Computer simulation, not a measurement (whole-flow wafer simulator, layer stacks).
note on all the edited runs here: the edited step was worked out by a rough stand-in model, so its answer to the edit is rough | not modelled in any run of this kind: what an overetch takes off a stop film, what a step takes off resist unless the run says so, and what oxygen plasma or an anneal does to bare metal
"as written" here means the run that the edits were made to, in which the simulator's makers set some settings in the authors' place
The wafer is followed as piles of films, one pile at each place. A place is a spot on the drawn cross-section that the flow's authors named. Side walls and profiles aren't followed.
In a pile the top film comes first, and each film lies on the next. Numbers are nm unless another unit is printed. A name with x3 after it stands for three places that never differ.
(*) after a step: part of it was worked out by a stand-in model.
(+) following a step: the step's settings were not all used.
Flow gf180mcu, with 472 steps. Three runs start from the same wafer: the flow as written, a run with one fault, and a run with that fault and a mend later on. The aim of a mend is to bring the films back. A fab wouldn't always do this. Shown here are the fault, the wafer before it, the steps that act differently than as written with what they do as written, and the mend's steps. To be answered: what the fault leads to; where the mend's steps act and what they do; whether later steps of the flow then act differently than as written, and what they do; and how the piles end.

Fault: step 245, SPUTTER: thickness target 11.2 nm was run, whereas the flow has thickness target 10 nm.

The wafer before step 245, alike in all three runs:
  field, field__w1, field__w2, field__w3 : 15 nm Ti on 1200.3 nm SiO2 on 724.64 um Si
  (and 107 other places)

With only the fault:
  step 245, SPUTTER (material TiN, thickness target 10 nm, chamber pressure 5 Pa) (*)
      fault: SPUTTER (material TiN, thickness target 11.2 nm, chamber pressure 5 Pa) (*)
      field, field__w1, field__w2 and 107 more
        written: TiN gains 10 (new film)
        fault: TiN gains 11.2 (new film)
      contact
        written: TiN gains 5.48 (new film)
        fault: TiN gains 6.14 (new film)
  Steps further on in the flow that do not act as written (1 other step is not shown; it differs only slightly, by no more than 2% or 0.5 nm, whichever is larger):
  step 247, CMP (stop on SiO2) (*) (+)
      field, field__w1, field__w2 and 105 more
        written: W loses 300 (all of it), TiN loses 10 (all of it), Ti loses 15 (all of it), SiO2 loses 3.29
        fault: W loses 300 (all of it), TiN loses 11.2 (all of it), Ti loses 15 (all of it), SiO2 loses 3.3
  The piles end different from the flow's at contact, polyc_n, polyc_p by more than 2% or 0.5 nm, whichever is larger.
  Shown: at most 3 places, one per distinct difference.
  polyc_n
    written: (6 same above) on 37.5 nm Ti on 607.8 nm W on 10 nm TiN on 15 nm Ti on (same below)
    fault: (6 same above) on 37.5 nm Ti on 606.6 nm W on 11.2 nm TiN on 15 nm Ti on (same below)
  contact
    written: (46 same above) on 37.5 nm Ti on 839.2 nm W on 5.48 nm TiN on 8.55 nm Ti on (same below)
    fault: (46 same above) on 37.5 nm Ti on 838.6 nm W on 6.14 nm TiN on 8.55 nm Ti on (same below)

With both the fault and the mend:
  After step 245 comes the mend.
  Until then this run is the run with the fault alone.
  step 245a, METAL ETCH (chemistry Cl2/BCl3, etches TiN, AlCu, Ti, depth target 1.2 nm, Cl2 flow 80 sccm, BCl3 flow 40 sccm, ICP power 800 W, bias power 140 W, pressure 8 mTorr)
      field, field__w1, field__w2 and 108 more
        TiN loses 1.2
  None of the later steps of the flow differs from how it acts as written, at any place that is followed, by more than 2% or 0.5 nm, whichever is larger.
  The piles end different from the flow's at contact by more than 2% or 0.5 nm, whichever is larger.
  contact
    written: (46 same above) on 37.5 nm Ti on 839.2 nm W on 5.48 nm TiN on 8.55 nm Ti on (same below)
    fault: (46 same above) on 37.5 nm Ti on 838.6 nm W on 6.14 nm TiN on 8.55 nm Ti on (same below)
    mend: (46 same above) on 37.5 nm Ti on 839.8 nm W on 4.94 nm TiN on 8.55 nm Ti on (same below)
